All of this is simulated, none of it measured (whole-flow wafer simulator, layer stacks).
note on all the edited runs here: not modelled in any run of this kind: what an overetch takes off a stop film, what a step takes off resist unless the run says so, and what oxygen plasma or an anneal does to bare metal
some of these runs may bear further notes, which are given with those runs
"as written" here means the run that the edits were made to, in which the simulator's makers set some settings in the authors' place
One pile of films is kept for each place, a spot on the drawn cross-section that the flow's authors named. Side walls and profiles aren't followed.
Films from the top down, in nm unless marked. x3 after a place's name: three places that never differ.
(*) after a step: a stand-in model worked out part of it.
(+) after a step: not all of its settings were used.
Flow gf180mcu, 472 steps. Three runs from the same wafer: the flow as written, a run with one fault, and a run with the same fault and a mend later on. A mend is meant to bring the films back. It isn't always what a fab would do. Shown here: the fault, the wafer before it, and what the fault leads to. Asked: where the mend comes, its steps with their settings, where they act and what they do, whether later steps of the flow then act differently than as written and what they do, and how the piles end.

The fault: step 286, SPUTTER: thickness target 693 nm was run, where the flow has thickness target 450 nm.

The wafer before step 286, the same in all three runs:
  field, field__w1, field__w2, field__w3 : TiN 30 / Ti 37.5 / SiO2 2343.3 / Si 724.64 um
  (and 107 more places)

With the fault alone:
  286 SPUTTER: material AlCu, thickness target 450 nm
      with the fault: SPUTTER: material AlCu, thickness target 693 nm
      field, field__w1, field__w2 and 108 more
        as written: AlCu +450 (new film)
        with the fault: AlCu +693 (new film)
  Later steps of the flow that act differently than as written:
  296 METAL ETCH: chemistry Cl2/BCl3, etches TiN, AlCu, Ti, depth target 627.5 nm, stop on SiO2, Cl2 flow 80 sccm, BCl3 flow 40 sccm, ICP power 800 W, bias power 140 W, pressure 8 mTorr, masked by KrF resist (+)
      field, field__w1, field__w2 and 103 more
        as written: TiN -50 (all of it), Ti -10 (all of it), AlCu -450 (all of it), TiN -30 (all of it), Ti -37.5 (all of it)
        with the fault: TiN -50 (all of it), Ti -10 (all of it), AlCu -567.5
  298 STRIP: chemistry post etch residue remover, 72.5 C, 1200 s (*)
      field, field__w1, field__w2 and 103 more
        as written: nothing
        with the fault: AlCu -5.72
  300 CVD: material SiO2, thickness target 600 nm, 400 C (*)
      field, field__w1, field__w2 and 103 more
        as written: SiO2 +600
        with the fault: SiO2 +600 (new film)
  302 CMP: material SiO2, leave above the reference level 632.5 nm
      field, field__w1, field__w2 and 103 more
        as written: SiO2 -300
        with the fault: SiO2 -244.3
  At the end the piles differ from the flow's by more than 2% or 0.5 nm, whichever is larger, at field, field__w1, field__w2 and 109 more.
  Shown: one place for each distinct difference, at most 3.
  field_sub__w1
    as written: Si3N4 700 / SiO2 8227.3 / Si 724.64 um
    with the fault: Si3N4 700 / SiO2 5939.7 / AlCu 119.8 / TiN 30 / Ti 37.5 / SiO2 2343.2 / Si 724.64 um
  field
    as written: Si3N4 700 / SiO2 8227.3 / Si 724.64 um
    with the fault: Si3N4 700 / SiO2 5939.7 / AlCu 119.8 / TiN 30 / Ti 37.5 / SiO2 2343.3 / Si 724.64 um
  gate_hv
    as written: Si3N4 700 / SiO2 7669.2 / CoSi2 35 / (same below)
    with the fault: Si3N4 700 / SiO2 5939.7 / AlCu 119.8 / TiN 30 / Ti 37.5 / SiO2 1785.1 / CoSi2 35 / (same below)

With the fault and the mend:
  The mend comes after step 286.
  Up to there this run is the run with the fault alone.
  286a METAL ETCH: chemistry Cl2/BCl3, etches TiN, AlCu, Ti, depth target 243 nm, Cl2 flow 80 sccm, BCl3 flow 40 sccm, ICP power 800 W, bias power 140 W, pressure 8 mTorr (the flow's step 260 once more, with other settings)
      field, field__w1, field__w2 and 108 more
        AlCu -243
  No later step of the flow acts differently than as written at any place that is followed.
  At the end the piles are the same as the flow's at every place that both follow.
